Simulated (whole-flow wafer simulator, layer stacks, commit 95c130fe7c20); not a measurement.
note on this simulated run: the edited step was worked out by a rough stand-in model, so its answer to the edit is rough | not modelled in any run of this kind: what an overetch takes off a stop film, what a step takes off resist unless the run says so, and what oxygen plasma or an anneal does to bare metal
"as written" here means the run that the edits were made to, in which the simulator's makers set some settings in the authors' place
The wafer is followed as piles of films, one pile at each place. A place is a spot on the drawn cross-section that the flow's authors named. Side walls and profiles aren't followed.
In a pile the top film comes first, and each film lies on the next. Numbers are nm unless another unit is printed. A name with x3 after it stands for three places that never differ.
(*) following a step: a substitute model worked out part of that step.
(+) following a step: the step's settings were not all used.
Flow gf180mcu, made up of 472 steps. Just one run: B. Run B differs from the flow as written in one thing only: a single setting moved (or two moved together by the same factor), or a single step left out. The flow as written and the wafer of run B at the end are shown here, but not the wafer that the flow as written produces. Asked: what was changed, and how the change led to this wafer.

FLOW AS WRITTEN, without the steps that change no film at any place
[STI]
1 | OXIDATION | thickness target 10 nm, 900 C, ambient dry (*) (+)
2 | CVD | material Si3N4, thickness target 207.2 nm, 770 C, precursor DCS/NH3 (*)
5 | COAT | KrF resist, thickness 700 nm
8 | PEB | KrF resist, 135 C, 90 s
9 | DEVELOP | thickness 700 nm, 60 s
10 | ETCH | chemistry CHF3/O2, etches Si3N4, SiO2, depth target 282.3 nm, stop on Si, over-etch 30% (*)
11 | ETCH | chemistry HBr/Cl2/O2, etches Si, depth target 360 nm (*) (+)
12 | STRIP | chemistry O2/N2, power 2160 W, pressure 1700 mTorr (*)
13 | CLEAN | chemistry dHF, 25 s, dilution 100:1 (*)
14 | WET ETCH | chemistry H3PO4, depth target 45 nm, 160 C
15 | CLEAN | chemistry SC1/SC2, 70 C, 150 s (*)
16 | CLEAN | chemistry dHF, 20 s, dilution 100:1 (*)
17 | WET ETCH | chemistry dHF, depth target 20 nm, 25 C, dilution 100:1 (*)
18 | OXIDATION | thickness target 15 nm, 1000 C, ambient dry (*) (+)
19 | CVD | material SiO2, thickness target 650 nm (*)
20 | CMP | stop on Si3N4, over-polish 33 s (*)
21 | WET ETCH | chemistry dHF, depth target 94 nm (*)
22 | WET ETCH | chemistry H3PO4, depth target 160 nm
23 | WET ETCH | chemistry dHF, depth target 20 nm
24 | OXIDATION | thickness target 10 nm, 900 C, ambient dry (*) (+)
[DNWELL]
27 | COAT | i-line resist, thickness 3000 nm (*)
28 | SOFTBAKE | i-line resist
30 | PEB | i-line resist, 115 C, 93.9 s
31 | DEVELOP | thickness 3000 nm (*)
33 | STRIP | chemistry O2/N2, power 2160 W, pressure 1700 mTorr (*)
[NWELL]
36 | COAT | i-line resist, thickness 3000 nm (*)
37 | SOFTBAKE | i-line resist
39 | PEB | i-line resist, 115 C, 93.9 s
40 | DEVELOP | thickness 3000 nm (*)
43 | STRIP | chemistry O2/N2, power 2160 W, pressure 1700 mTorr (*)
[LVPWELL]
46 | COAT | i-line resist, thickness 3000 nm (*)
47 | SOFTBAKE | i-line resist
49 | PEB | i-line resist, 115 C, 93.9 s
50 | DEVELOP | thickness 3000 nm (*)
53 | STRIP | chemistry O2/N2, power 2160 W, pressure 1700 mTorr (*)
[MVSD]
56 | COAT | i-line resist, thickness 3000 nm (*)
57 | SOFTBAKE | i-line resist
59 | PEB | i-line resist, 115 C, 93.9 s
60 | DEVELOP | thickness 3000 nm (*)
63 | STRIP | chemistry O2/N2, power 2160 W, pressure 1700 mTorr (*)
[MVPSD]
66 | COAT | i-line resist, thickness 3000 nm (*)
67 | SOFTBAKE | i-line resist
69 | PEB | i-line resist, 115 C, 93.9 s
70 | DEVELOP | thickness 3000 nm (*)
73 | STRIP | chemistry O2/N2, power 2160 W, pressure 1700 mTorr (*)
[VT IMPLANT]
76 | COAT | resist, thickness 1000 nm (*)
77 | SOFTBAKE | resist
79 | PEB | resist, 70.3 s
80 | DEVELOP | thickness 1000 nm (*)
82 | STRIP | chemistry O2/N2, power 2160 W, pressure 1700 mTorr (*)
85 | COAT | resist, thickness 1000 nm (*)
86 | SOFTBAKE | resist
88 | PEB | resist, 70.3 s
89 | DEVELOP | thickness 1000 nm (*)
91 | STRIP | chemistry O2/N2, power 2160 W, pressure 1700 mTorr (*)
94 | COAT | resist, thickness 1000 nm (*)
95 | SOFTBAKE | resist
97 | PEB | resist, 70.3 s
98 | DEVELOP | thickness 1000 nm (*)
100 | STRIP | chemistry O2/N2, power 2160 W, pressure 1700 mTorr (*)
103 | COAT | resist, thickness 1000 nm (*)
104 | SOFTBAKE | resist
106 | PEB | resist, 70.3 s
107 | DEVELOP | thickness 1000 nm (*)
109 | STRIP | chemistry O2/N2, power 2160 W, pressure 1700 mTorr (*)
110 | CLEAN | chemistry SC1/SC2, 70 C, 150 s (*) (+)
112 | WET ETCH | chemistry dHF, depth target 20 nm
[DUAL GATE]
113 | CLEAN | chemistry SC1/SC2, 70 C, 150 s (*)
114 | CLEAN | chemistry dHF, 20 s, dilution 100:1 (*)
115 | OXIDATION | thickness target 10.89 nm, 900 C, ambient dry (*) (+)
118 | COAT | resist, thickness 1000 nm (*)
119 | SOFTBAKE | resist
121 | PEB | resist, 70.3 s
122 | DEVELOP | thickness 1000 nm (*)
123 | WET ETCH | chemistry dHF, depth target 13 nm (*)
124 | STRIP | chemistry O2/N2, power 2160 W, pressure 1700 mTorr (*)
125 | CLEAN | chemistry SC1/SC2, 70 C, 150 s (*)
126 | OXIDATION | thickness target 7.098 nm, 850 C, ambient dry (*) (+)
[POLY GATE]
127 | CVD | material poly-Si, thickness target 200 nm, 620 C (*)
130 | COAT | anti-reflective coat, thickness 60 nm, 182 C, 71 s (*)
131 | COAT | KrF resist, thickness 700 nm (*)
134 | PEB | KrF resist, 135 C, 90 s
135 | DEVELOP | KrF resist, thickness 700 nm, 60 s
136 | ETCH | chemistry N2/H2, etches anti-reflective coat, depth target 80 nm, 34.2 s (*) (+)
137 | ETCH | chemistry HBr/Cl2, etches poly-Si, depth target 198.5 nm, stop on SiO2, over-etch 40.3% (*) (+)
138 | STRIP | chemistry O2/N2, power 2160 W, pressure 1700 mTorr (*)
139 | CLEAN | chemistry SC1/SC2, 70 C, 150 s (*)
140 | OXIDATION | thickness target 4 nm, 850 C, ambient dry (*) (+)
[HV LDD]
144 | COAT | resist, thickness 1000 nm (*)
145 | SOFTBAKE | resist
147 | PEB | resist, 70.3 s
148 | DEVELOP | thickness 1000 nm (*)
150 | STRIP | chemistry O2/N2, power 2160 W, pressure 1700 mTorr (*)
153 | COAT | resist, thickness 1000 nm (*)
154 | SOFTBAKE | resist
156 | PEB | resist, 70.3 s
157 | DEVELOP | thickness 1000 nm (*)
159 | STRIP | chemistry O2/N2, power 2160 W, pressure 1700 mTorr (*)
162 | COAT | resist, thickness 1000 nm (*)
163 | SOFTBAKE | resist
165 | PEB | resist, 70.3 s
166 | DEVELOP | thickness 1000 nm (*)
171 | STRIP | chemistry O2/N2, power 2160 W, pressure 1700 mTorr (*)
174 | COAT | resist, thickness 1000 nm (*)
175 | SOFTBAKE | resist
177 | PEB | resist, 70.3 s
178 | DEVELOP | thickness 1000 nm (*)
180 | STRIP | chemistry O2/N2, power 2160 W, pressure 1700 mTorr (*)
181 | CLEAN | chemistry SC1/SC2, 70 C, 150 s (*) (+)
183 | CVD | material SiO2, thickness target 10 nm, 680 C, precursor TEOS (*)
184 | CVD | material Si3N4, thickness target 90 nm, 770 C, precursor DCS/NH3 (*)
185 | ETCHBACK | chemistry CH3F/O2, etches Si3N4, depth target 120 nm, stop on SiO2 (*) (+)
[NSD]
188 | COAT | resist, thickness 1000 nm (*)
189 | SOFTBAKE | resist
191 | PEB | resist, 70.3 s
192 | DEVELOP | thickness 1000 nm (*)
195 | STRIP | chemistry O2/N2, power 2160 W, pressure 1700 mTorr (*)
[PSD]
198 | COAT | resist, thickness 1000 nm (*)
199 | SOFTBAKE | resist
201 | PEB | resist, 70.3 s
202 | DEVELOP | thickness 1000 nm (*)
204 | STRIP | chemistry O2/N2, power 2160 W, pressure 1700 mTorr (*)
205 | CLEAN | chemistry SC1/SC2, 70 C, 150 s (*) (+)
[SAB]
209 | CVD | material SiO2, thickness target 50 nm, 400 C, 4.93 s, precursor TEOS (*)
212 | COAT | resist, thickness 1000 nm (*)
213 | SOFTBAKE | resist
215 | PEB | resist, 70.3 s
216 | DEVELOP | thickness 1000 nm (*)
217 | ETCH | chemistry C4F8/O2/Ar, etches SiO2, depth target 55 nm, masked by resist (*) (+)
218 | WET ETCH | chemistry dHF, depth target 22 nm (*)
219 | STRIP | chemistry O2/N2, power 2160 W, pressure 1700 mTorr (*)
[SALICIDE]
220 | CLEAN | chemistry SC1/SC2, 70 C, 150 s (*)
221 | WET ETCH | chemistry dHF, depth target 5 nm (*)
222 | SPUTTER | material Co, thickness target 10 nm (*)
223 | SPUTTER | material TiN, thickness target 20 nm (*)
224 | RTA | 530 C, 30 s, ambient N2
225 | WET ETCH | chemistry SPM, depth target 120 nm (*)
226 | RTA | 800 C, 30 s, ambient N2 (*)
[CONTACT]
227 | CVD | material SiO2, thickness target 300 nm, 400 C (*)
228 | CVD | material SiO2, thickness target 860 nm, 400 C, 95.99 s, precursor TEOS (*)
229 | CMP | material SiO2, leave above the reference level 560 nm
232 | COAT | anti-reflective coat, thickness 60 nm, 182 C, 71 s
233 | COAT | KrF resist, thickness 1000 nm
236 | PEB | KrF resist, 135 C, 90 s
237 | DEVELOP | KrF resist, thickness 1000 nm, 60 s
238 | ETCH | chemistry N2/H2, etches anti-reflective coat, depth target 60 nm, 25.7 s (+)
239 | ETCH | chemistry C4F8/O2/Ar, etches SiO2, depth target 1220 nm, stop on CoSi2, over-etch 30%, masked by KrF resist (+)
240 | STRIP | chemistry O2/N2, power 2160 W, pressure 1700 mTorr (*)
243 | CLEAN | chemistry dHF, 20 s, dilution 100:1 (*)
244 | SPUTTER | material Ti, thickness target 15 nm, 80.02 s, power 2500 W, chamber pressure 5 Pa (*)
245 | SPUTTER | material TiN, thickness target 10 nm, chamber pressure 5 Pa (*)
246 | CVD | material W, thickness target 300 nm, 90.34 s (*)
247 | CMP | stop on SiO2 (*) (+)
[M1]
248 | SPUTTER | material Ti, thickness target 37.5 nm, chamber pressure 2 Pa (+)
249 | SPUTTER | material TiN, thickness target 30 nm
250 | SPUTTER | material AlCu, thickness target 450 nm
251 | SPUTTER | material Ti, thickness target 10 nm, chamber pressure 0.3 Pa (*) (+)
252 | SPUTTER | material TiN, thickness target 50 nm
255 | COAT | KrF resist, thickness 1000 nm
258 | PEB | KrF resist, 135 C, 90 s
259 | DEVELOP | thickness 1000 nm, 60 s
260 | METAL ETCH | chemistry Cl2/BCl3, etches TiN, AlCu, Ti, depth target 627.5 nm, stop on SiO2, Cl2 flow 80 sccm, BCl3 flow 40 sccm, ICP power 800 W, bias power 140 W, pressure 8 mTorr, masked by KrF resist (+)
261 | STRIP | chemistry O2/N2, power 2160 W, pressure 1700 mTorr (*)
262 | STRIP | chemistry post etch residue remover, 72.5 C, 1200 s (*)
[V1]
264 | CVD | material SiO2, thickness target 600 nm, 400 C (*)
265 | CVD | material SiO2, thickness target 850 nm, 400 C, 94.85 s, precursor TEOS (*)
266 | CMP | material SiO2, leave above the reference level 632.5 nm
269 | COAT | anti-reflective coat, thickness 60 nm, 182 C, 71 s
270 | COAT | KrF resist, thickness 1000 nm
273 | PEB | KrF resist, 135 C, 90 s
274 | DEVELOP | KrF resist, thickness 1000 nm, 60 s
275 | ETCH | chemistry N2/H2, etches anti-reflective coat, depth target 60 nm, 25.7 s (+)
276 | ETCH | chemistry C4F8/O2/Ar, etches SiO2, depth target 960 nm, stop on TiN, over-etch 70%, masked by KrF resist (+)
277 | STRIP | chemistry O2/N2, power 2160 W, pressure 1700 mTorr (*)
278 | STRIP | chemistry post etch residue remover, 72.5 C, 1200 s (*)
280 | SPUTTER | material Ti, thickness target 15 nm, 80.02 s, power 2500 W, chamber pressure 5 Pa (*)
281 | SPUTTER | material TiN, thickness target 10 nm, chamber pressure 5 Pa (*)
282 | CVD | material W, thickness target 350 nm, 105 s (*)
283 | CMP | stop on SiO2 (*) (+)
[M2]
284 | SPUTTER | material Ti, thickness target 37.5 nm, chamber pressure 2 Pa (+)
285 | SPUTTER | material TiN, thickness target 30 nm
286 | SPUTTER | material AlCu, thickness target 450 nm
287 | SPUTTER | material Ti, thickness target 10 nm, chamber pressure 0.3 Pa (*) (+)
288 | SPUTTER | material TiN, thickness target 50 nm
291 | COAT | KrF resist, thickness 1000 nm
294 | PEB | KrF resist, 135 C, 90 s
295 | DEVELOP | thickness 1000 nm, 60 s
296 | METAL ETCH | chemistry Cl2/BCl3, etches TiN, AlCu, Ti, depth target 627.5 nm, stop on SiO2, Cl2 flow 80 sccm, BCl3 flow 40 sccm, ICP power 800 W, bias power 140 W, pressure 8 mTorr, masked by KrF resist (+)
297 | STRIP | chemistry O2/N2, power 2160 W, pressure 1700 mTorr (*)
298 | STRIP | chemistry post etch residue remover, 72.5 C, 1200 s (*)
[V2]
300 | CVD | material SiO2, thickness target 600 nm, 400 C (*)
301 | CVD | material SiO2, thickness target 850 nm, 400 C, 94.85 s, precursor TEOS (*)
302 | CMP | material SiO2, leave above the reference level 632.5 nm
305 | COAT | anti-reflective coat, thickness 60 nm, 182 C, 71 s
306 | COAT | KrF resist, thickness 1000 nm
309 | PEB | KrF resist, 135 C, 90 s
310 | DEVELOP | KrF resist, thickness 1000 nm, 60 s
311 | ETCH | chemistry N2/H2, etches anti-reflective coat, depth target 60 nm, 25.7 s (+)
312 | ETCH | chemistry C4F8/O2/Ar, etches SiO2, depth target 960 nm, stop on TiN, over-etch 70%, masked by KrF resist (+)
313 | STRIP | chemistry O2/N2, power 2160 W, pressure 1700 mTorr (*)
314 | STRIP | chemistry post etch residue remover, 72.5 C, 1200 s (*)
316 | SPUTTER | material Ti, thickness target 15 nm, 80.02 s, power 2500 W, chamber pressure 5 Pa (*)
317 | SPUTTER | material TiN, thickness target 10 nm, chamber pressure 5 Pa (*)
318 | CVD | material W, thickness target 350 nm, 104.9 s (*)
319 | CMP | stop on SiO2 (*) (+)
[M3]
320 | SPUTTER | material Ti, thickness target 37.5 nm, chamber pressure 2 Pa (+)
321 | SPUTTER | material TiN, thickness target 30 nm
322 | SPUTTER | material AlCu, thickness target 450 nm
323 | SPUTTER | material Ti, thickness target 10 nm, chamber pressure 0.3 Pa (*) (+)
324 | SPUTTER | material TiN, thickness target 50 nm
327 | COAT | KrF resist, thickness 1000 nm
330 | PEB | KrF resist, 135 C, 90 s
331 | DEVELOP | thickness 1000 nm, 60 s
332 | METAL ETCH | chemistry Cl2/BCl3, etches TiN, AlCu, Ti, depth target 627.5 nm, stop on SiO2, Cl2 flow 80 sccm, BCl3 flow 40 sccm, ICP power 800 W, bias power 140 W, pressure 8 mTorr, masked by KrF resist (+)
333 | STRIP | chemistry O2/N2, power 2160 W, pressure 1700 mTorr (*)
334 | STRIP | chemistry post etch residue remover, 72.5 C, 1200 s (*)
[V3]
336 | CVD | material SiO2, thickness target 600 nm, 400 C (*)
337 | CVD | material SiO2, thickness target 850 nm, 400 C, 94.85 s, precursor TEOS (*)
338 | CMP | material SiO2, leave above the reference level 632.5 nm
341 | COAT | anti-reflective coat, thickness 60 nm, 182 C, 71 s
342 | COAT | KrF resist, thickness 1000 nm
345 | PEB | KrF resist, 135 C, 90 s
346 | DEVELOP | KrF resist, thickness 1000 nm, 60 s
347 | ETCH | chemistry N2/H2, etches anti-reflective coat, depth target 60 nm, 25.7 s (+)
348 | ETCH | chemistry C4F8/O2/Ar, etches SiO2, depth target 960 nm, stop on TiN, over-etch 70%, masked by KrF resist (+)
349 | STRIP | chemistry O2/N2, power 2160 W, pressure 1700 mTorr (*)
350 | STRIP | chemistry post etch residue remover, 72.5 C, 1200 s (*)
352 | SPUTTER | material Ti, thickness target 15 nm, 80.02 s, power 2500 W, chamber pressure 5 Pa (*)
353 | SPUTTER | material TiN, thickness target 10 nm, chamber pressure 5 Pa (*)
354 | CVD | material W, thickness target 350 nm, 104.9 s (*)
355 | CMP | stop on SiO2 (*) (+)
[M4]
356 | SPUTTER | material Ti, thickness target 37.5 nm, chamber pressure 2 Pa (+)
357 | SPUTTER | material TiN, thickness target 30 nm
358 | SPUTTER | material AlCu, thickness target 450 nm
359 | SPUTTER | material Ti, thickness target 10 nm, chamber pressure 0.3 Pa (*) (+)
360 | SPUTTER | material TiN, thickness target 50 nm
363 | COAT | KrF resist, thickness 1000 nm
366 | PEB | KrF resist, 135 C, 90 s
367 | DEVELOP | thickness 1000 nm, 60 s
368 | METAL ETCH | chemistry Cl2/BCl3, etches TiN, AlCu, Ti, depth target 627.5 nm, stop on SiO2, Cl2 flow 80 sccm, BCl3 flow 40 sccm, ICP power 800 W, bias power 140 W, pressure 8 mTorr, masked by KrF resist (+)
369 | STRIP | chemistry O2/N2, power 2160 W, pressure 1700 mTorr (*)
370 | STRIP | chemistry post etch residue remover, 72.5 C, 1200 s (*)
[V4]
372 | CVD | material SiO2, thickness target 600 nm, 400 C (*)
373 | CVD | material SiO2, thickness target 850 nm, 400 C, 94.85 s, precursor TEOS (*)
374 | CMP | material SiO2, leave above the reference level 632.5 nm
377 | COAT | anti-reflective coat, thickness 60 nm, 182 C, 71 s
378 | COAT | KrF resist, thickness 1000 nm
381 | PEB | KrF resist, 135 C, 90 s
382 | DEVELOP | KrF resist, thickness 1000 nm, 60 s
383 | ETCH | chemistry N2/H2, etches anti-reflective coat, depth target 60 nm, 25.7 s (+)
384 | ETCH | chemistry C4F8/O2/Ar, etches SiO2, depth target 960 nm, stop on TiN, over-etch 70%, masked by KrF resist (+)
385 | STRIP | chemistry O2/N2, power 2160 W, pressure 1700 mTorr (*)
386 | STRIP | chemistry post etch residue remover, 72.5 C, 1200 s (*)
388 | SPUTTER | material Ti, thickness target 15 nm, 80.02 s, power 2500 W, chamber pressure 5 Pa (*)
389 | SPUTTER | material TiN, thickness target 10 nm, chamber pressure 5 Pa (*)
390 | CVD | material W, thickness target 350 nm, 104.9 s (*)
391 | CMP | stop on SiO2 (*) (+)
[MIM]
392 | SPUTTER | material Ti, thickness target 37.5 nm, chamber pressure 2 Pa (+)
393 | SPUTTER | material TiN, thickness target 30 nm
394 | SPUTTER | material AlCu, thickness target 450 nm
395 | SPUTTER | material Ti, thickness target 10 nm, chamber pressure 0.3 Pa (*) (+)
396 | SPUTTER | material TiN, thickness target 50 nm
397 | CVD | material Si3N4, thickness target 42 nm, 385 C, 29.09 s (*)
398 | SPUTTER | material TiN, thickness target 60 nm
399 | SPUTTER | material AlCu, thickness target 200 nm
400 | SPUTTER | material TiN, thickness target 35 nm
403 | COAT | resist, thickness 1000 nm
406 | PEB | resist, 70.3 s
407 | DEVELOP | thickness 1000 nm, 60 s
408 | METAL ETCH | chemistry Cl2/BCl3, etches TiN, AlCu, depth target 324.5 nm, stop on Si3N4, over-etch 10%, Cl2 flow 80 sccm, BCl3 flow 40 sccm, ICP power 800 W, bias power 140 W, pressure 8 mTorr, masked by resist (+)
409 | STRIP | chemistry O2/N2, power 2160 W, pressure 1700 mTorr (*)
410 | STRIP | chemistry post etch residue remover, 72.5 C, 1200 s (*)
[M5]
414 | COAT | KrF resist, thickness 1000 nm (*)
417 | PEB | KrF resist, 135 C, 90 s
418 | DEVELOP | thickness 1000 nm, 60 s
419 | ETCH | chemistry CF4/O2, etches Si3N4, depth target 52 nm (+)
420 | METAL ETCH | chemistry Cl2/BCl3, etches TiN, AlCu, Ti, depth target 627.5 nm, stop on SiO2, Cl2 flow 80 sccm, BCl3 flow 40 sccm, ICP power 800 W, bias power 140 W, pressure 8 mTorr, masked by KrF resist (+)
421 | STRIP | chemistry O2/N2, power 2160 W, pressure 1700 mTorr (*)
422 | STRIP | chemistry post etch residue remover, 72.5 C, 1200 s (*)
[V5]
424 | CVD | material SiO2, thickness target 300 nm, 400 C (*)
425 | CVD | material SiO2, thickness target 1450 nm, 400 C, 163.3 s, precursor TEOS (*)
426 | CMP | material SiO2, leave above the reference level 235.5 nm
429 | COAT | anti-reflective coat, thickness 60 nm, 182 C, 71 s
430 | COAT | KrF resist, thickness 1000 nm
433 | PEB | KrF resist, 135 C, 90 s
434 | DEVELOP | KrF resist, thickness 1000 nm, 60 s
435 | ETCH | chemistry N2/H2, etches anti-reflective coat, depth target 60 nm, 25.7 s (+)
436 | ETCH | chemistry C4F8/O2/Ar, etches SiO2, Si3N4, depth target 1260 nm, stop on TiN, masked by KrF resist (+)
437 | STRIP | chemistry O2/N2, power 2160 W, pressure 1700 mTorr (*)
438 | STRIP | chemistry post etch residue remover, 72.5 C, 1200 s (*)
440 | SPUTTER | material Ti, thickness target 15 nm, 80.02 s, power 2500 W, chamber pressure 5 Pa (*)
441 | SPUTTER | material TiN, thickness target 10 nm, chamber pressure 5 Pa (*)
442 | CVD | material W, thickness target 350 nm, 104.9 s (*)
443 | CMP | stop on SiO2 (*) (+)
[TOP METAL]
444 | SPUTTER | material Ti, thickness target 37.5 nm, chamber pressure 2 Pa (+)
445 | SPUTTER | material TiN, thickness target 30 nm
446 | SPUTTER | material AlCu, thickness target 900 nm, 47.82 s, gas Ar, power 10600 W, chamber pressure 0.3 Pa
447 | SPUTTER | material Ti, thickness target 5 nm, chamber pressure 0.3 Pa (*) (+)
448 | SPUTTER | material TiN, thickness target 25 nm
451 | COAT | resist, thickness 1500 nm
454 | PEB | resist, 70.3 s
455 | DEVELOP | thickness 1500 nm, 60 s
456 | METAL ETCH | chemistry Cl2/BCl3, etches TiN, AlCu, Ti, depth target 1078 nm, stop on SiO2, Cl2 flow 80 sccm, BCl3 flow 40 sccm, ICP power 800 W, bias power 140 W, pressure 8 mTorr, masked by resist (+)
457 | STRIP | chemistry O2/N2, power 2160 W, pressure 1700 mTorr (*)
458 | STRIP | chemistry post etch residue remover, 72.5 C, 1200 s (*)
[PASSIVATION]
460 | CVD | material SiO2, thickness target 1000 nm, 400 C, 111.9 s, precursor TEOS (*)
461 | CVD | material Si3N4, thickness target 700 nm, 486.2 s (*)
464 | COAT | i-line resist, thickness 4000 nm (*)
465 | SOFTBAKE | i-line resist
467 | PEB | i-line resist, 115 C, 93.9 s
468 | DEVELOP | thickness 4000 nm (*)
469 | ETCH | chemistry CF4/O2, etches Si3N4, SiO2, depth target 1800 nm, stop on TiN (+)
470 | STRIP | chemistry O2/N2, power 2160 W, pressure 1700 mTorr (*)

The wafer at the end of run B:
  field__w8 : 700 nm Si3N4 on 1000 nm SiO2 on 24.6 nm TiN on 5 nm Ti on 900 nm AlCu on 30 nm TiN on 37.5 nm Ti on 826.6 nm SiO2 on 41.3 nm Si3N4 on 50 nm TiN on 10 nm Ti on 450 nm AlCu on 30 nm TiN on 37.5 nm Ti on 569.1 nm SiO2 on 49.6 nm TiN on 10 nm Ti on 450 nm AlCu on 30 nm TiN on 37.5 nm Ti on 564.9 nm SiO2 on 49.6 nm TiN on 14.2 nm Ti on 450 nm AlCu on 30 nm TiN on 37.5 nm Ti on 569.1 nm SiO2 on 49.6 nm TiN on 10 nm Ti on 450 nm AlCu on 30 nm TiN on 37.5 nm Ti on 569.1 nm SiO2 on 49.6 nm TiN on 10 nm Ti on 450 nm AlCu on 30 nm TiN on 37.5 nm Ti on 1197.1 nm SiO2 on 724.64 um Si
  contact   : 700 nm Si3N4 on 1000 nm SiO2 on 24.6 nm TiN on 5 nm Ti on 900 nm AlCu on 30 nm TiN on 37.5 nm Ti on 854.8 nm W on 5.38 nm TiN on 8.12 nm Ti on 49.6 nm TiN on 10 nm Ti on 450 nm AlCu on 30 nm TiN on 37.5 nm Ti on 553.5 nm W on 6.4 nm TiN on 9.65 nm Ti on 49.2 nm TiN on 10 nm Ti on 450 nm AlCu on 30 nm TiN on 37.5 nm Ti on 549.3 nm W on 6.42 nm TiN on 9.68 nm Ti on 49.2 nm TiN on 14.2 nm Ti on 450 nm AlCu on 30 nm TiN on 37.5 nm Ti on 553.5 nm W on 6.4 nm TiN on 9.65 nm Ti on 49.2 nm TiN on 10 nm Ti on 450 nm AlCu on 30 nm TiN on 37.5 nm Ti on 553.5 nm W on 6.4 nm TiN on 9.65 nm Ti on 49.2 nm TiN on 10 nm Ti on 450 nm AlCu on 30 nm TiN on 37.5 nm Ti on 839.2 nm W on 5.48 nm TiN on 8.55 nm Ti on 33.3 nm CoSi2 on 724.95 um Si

Cause: step 323, SPUTTER: thickness target 14.2 nm was run, though the flow has thickness target 10 nm.
The wafer lets one read it off: field__w8 has Ti 14.2, and step 323 as written asks for 10 nm.

Step by step, how the change led to this:
  323 | SPUTTER | material Ti, thickness target 10 nm, chamber pressure 0.3 Pa (*) (+)
      field, field__w1, field__w2 and 108 more: +14.2 Ti (new film) (it would be, as written: +10 Ti (new film))
  332 | METAL ETCH | chemistry Cl2/BCl3, etches TiN, AlCu, Ti, depth target 627.5 nm, stop on SiO2, Cl2 flow 80 sccm, BCl3 flow 40 sccm, ICP power 800 W, bias power 140 W, pressure 8 mTorr, masked by KrF resist (+)
      field, field__w1, field__w2 and 103 more: -50 TiN (all of it), -14.2 Ti (all of it), -450 AlCu (all of it), -30 TiN (all of it), -37.5 Ti (all of it) (it would be, as written: -50 TiN (all of it), -10 Ti (all of it), -450 AlCu (all of it), -30 TiN (all of it), -37.5 Ti (all of it))
